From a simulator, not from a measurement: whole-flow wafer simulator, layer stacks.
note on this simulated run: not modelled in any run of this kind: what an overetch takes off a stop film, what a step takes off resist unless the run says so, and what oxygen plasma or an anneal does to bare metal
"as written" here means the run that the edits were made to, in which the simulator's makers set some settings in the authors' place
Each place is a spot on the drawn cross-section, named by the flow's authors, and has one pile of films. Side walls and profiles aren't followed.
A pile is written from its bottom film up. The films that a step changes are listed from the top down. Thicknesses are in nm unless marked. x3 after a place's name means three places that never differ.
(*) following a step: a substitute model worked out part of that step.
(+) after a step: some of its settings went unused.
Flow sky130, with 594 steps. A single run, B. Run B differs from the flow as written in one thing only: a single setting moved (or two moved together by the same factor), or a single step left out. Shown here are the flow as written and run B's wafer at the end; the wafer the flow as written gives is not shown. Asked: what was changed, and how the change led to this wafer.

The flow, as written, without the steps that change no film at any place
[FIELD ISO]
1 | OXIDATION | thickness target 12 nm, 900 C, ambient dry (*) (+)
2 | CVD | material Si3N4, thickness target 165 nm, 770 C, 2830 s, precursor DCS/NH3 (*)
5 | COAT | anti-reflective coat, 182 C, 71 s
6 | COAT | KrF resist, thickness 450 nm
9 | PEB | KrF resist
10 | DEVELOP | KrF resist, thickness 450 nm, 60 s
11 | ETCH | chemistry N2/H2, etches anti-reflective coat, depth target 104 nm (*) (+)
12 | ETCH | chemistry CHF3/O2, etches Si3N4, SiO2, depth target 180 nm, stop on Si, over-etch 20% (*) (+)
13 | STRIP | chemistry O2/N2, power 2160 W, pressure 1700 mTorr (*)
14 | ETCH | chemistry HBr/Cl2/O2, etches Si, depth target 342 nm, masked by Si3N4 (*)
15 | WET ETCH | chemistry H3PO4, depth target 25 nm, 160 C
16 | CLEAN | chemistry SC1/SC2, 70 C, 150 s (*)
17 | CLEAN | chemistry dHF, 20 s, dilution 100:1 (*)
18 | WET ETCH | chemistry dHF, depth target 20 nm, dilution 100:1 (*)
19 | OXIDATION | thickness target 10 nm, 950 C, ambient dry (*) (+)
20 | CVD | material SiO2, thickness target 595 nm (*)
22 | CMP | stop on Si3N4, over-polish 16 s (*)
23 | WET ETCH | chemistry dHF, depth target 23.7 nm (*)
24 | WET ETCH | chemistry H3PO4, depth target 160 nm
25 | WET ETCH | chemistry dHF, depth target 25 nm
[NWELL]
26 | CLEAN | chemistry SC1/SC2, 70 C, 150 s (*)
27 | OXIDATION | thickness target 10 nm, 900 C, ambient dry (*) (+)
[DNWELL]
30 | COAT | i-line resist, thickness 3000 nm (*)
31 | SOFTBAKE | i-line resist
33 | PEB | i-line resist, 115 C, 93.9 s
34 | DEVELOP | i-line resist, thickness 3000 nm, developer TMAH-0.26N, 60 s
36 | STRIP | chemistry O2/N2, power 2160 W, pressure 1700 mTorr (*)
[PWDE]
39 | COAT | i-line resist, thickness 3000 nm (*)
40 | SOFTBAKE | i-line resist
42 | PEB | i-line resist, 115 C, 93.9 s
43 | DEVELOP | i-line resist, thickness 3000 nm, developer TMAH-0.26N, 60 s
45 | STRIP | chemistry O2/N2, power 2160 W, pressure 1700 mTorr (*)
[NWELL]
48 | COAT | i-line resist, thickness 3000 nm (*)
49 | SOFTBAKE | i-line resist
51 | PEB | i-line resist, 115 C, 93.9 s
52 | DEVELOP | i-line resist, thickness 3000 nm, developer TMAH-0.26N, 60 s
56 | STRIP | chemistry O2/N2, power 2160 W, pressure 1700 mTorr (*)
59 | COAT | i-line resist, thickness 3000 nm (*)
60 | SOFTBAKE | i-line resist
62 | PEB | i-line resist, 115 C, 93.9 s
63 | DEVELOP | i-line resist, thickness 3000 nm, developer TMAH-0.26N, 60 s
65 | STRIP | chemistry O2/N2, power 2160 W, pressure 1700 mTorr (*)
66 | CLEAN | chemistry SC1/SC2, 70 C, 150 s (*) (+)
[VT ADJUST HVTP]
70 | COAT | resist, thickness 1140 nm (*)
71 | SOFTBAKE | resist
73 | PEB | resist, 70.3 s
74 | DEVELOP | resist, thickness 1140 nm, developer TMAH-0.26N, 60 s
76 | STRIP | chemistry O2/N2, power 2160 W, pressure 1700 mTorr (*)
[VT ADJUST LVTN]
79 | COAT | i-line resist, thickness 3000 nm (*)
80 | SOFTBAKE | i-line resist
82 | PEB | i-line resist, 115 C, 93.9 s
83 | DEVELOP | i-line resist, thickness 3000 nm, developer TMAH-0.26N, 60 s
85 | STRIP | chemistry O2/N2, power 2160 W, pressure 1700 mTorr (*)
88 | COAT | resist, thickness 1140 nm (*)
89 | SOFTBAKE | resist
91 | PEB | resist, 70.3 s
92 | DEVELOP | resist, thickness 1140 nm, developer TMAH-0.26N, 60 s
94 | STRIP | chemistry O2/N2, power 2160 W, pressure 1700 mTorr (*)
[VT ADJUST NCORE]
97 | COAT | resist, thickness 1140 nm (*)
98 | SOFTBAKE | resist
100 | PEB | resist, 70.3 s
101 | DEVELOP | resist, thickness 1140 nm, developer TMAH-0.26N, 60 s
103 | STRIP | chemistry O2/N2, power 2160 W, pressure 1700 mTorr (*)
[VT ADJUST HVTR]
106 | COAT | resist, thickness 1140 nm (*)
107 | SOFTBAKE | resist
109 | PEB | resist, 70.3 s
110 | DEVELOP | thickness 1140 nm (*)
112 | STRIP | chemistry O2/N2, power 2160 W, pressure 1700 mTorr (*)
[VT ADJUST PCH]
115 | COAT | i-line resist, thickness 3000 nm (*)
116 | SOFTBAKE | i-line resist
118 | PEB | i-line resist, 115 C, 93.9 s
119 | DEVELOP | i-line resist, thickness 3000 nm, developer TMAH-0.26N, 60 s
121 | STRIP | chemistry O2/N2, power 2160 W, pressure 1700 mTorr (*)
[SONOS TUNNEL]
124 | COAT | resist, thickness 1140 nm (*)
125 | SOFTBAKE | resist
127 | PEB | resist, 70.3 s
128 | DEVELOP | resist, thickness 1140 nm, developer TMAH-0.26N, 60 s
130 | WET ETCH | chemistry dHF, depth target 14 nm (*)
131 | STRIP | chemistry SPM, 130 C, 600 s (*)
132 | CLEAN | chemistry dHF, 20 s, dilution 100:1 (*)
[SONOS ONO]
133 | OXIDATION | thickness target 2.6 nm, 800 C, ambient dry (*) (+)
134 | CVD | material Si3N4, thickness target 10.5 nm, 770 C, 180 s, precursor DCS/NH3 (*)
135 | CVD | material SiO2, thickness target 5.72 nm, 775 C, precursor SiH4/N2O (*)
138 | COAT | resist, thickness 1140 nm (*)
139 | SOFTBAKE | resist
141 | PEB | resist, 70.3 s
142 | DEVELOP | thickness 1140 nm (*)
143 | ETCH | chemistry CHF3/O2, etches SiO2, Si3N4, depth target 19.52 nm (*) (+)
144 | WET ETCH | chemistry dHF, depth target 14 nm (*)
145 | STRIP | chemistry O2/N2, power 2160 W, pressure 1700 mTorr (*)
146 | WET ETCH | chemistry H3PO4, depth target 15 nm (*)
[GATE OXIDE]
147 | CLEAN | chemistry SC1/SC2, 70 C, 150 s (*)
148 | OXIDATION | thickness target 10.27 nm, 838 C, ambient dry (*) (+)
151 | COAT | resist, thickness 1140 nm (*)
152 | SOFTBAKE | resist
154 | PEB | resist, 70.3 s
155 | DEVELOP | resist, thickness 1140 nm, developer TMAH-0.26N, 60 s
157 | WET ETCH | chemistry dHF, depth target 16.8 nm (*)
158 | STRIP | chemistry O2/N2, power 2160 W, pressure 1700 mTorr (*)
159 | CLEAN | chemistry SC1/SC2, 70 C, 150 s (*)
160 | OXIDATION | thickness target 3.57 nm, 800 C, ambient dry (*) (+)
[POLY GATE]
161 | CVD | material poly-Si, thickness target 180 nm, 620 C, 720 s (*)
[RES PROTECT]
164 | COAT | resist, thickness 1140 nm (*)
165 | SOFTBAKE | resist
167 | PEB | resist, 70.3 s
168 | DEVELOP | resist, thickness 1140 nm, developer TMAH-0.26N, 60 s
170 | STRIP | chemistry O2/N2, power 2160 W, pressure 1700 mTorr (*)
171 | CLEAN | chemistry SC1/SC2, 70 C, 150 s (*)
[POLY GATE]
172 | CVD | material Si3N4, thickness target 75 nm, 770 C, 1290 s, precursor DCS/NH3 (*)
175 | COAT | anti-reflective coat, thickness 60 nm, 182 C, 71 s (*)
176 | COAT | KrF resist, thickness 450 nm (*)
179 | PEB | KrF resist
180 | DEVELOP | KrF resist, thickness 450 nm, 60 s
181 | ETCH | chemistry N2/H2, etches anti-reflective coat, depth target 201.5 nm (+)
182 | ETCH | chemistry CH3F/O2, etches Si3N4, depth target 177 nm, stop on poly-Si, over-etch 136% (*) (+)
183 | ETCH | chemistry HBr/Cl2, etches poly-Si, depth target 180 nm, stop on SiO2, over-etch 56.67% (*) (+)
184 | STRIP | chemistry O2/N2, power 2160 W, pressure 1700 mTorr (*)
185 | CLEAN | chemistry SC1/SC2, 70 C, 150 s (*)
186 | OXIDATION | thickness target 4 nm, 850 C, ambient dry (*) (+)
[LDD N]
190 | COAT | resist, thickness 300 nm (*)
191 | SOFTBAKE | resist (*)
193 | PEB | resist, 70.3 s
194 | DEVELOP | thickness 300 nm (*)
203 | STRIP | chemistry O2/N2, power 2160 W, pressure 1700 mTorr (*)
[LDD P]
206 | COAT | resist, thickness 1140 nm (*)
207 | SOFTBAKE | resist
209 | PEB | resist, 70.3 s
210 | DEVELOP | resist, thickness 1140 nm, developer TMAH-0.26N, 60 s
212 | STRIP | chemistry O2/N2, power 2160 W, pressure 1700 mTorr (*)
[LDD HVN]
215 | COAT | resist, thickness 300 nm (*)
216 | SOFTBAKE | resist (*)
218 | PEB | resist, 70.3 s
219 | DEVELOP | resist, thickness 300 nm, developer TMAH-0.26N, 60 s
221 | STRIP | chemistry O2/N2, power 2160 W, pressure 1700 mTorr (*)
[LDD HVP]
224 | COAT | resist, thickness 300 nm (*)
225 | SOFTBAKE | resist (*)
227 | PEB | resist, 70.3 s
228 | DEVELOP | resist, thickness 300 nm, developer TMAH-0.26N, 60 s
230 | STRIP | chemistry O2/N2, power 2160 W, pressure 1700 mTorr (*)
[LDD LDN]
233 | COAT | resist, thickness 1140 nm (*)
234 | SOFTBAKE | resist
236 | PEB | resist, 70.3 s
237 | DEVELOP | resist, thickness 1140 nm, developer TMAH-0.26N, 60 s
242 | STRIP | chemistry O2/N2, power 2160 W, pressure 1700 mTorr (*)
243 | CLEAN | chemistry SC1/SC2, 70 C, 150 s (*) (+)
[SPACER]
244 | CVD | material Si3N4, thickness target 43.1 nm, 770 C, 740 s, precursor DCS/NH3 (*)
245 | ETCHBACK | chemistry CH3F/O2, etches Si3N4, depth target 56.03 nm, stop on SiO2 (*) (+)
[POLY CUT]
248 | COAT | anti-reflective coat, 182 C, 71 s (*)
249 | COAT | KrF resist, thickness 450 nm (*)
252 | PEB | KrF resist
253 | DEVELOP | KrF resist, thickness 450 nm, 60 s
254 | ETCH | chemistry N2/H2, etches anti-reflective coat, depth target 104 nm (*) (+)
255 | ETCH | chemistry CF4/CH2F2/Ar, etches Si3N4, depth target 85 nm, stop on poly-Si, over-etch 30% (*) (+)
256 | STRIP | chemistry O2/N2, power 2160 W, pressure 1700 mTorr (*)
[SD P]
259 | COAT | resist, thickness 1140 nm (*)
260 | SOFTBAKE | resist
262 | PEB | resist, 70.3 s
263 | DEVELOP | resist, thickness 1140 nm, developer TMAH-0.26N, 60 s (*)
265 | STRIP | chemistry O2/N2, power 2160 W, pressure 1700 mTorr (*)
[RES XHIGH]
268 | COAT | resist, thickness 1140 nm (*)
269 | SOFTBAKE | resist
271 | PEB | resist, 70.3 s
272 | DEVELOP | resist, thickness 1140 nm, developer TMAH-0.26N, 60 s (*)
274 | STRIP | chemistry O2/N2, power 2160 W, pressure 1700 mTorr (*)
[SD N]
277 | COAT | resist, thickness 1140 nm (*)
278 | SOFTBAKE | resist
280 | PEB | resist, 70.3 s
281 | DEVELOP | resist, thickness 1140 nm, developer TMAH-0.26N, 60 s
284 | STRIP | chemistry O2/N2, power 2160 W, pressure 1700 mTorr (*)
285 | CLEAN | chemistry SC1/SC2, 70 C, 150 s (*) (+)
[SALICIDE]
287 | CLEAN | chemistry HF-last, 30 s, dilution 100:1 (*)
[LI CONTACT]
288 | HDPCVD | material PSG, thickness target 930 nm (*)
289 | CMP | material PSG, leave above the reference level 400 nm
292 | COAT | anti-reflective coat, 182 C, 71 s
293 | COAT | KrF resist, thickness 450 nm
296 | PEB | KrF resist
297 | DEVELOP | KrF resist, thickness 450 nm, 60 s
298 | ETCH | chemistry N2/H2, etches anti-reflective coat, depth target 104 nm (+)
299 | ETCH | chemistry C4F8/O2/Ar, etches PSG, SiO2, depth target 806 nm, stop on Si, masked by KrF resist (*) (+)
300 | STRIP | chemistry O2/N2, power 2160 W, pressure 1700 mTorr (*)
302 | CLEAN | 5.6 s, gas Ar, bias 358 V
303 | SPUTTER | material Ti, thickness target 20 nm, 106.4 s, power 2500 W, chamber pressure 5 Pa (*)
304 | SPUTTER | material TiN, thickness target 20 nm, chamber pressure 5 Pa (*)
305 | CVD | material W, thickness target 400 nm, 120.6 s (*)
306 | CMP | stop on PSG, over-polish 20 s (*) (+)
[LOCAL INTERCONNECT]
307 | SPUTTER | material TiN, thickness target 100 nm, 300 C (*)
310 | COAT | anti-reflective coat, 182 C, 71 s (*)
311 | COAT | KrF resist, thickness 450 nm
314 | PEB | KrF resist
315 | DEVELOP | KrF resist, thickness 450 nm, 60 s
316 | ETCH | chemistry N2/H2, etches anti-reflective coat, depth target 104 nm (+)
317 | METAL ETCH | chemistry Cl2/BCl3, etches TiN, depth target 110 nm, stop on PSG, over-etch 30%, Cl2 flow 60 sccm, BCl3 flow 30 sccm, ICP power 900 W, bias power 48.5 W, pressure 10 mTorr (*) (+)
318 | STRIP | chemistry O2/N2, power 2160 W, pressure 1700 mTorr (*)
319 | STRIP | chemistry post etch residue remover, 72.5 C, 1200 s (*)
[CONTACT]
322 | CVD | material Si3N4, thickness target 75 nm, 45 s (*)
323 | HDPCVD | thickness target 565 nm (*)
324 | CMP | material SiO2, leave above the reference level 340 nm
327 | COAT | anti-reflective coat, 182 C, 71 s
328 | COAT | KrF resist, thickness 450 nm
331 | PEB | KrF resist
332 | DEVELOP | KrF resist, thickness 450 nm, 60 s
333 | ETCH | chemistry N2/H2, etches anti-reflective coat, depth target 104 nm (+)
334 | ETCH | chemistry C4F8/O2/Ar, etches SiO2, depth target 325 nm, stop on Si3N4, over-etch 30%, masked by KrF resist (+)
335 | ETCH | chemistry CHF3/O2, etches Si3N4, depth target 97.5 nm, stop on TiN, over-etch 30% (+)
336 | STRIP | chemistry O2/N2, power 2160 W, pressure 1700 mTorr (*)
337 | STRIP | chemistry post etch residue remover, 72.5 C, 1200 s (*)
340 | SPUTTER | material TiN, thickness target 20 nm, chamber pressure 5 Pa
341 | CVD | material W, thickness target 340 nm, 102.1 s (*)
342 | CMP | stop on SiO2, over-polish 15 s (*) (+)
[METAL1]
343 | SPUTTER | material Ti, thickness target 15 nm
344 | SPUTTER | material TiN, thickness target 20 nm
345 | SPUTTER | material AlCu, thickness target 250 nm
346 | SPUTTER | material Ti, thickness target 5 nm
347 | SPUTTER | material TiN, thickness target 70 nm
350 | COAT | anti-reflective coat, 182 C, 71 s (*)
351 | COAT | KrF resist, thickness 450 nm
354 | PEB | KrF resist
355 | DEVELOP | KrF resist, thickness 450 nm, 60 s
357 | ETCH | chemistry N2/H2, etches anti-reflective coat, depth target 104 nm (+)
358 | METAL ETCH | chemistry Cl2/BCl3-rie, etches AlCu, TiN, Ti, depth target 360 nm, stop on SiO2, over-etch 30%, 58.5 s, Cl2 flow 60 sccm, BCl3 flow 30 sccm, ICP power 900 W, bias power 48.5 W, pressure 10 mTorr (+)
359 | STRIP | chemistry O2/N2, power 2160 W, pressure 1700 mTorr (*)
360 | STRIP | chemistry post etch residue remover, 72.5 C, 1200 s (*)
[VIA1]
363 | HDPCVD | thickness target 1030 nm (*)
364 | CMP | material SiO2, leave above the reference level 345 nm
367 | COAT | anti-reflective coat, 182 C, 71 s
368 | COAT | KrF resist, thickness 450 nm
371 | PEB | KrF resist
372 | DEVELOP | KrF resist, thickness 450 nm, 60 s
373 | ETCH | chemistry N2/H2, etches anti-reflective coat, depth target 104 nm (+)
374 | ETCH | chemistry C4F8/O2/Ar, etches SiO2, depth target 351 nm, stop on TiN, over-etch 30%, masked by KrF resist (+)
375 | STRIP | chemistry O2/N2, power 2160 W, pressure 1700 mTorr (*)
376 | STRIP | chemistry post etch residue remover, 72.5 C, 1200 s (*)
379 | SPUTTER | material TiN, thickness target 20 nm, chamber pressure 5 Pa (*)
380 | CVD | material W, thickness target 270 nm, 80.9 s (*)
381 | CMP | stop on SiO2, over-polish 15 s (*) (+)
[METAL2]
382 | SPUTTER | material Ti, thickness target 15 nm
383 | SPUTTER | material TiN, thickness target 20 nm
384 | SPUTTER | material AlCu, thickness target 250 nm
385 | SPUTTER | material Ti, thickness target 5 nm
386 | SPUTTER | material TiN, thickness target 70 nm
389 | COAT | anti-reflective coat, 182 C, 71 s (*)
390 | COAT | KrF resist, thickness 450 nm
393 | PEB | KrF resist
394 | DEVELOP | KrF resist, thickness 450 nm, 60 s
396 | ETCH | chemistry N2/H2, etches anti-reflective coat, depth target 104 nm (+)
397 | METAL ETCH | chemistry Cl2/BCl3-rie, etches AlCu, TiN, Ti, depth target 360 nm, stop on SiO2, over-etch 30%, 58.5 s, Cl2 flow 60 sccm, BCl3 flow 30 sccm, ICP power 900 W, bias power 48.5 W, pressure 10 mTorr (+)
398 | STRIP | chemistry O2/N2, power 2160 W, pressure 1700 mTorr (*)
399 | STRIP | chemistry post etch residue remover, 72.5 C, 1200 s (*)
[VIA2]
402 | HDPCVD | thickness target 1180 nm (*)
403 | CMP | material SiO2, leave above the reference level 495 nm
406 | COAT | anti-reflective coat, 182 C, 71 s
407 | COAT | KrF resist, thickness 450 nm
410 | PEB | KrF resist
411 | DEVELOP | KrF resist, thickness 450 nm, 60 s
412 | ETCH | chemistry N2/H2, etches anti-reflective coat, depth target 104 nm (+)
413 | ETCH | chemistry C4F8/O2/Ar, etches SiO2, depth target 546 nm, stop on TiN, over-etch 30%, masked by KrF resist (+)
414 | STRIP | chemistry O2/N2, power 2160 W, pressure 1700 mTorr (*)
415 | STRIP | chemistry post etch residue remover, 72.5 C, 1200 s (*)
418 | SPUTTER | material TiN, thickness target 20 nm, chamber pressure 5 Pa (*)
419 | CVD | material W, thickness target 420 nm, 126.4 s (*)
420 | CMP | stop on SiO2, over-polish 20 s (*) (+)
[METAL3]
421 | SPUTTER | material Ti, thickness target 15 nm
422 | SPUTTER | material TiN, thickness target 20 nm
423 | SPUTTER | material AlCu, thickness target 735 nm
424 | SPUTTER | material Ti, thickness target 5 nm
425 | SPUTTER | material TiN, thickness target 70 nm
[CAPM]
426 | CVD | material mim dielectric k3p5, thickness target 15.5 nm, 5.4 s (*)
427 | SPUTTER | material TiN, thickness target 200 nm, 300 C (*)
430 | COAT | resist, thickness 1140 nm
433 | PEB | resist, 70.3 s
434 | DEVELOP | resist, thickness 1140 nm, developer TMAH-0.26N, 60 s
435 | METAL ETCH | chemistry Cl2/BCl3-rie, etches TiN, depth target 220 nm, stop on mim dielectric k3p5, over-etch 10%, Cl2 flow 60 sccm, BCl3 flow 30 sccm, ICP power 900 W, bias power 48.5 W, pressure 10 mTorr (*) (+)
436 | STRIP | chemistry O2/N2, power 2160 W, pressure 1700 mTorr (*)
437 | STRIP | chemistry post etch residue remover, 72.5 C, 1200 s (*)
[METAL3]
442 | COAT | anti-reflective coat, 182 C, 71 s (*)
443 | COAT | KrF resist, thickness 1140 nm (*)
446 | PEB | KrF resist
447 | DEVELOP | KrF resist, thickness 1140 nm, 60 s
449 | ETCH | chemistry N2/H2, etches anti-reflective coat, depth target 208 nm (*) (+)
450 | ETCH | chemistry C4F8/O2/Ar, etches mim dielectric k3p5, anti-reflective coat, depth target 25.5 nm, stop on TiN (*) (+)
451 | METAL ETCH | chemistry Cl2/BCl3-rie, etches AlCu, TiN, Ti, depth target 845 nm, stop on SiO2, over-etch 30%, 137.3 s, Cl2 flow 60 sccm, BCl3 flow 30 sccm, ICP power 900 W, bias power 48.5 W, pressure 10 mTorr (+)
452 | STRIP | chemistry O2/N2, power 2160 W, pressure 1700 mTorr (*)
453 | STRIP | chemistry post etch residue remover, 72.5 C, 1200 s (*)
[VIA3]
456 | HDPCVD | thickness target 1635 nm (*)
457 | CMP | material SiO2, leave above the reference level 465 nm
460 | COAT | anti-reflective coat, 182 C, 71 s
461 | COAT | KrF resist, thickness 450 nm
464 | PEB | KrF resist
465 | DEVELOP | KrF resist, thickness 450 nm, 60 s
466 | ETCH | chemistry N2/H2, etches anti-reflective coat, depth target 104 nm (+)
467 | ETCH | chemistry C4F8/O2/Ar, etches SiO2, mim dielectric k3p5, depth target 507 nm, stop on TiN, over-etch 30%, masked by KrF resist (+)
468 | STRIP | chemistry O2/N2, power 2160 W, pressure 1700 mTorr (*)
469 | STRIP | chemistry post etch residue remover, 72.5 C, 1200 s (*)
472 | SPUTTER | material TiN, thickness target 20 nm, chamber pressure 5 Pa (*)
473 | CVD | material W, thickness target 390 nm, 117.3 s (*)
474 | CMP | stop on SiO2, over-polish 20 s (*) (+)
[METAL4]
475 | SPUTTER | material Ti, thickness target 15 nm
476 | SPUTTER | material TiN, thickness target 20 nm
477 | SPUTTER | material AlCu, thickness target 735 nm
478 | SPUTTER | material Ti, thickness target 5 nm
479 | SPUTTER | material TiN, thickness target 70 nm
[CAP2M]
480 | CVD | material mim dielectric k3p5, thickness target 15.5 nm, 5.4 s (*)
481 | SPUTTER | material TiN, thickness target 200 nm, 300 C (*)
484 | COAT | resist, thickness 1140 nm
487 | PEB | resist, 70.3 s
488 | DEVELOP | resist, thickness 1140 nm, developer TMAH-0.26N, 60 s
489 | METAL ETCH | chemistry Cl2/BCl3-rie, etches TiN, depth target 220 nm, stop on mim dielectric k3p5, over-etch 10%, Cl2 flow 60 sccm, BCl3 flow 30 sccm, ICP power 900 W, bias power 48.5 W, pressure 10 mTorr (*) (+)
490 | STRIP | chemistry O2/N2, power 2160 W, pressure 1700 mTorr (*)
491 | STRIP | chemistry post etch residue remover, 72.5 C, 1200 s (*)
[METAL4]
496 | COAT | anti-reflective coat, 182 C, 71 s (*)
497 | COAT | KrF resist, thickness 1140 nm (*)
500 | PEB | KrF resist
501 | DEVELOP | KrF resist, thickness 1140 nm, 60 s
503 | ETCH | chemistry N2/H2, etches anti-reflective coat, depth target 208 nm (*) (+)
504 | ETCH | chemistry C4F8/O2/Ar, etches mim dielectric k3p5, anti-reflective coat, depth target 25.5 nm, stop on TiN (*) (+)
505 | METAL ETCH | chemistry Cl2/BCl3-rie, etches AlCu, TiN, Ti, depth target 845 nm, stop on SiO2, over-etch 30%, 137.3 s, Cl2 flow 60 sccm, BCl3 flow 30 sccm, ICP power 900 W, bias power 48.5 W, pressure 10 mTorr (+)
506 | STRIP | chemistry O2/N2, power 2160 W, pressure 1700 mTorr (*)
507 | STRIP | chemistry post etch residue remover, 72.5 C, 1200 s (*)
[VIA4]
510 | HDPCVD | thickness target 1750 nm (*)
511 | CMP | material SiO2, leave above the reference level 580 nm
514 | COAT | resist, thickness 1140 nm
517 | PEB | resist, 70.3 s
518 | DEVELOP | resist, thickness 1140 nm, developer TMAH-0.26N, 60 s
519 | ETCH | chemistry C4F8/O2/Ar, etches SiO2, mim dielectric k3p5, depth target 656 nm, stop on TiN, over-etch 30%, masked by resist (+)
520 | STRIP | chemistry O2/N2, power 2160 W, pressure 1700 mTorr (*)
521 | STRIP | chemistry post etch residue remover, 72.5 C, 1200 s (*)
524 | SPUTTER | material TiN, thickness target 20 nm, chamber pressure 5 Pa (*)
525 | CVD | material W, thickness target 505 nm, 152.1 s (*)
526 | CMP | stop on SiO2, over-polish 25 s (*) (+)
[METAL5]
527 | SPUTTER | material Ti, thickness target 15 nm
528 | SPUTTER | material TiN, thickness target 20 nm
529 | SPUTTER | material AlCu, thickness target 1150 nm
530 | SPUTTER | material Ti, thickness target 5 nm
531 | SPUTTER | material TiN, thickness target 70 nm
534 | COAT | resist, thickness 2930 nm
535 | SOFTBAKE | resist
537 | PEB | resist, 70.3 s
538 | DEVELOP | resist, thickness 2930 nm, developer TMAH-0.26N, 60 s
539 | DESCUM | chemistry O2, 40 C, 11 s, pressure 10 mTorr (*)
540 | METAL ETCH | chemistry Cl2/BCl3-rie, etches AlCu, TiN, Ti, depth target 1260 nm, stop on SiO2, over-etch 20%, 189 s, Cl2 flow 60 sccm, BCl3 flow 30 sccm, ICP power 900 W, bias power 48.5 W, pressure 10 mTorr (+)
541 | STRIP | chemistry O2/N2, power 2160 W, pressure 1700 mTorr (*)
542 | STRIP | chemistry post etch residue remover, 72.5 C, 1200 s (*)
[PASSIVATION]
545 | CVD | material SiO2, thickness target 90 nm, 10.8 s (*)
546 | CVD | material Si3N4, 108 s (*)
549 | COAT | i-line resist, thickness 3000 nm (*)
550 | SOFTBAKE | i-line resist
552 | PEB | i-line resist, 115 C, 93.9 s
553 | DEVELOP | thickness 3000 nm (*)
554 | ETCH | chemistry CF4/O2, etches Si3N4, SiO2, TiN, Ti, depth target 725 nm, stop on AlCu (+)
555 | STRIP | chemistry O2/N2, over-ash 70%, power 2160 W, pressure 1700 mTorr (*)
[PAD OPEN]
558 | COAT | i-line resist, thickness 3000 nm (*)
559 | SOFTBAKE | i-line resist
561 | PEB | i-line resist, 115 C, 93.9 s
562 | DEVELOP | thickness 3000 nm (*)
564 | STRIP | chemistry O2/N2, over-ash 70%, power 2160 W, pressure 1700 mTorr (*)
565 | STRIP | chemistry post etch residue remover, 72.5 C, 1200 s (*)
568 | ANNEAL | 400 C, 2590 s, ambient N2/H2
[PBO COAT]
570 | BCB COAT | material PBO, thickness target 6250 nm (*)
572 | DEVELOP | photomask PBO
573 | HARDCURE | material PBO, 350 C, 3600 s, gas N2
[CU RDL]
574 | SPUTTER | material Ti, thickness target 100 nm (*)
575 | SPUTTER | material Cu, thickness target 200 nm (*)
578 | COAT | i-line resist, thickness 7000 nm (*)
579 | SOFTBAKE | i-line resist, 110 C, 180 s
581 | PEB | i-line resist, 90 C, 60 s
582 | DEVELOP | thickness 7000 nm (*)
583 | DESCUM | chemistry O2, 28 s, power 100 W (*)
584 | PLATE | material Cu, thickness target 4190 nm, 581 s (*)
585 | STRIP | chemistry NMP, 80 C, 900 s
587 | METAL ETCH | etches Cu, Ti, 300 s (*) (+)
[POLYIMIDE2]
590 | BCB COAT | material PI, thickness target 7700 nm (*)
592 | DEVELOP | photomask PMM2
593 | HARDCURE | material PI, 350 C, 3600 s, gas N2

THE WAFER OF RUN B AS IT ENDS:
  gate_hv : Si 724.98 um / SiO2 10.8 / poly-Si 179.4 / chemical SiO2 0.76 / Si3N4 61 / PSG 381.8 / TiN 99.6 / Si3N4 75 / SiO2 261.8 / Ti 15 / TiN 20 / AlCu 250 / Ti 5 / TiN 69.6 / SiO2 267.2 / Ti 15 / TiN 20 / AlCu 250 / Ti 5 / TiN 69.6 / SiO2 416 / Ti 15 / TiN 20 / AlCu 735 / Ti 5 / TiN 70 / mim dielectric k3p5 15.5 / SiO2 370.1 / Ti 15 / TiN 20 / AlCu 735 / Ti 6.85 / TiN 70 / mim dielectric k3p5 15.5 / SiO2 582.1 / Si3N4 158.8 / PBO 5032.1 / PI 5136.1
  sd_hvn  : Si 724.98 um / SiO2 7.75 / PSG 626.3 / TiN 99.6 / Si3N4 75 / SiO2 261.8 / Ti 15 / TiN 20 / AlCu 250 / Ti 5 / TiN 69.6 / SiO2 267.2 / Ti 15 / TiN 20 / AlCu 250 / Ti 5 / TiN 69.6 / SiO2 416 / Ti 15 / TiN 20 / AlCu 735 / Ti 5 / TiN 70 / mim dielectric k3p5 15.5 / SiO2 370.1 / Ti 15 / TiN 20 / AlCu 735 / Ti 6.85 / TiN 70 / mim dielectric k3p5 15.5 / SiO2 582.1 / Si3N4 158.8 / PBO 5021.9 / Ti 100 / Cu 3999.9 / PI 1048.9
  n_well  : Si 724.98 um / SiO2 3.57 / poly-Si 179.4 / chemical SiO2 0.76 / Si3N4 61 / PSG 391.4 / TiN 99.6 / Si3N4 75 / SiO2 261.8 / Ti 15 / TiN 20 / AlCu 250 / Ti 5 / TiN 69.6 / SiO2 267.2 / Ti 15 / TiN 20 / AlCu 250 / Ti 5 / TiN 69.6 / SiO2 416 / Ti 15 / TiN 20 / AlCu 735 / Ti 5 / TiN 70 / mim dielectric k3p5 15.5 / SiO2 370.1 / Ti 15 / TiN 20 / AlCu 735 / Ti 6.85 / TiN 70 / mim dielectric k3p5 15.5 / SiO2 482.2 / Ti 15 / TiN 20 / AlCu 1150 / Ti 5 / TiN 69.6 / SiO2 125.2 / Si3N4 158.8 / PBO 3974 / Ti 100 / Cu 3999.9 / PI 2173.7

The reason: step 478, SPUTTER: thickness target 6.85 nm was run, while the flow as written has thickness target 5 nm.
The wafer itself shows it: gate_hv has Ti 6.85, and step 478 as written asks for 5 nm.

How this came from the change, step by step:
  478 | SPUTTER | material Ti, thickness target 5 nm
      field, active, n_well and 189 more: +6.85 Ti (new film) (in the flow as written it would be: +5 Ti (new film))
  505 | METAL ETCH | chemistry Cl2/BCl3-rie, etches AlCu, TiN, Ti, depth target 845 nm, stop on SiO2, over-etch 30%, 137.3 s, Cl2 flow 60 sccm, BCl3 flow 30 sccm, ICP power 900 W, bias power 48.5 W, pressure 10 mTorr (+)
      field, gate, spacer and 68 more: -70 TiN (all of it), -6.85 Ti (all of it), -735 AlCu (all of it), -20 TiN (all of it), -15 Ti (all of it), -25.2 SiO2 (in the flow as written it would be: -70 TiN (all of it), -5 Ti (all of it), -735 AlCu (all of it), -20 TiN (all of it), -15 Ti (all of it), -25.4 SiO2)
      active, vpp_iso1, mim_edge_plate and 14 more: -70 TiN (all of it), -6.85 Ti (all of it), -735 AlCu (all of it), -20 TiN (all of it), -15 Ti (all of it), -25.2 SiO2 (in the flow as written it would be: -70 TiN (all of it), -5 Ti (all of it), -735 AlCu (all of it), -20 TiN (all of it), -15 Ti (all of it), -25.3 SiO2)
